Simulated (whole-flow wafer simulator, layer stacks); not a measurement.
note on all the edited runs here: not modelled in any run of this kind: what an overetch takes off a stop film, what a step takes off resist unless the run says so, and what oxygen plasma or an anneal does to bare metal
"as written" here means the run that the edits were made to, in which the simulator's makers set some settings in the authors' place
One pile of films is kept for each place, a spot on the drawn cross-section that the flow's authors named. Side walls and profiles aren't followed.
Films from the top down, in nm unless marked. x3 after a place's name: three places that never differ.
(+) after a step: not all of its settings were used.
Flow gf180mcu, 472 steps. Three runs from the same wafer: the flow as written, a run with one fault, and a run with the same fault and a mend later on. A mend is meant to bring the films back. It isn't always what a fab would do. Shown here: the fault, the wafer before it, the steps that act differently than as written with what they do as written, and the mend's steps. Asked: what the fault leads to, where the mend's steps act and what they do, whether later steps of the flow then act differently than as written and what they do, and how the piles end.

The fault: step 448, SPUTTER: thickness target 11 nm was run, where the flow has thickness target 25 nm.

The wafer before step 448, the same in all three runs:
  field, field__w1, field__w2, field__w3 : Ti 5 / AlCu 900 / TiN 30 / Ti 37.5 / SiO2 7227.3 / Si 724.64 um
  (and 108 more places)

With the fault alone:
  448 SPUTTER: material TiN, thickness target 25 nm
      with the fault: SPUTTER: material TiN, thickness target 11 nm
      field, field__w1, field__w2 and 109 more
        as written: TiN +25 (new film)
        with the fault: TiN +11 (new film)
  Later steps of the flow that act differently than as written (4 more steps differ only slightly, by at most 2% or 0.5 nm, whichever is larger, and aren't shown):
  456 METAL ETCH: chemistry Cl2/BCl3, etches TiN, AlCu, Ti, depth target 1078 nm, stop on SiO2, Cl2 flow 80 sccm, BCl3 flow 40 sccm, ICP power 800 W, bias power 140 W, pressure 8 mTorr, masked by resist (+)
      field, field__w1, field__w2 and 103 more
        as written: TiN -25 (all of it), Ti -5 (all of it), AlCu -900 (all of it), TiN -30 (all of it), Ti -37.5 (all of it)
        with the fault: TiN -11 (all of it), Ti -5 (all of it), AlCu -900 (all of it), TiN -30 (all of it), Ti -37.5 (all of it)
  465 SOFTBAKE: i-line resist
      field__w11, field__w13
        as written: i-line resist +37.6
        with the fault: i-line resist +36.8
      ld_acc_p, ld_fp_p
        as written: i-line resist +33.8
        with the fault: i-line resist +33.1
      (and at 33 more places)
  At the end the piles differ from the flow's by more than 2% or 0.5 nm, whichever is larger, at field__w8, contact, m1, m1__w1, pad, m1_nw.
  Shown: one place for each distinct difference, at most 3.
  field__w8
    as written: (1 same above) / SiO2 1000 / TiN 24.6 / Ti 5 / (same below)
    with the fault: (1 same above) / SiO2 1000 / TiN 10.6 / Ti 5 / (same below)
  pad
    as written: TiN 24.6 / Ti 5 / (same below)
    with the fault: TiN 10.6 / Ti 5 / (same below)

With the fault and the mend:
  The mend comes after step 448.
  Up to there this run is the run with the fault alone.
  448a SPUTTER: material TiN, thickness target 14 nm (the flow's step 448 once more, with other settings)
      field, field__w1, field__w2 and 109 more
        TiN +14
  No later step of the flow acts differently than as written at any place that is followed.
  At the end the piles are the same as the flow's at every place that both follow.
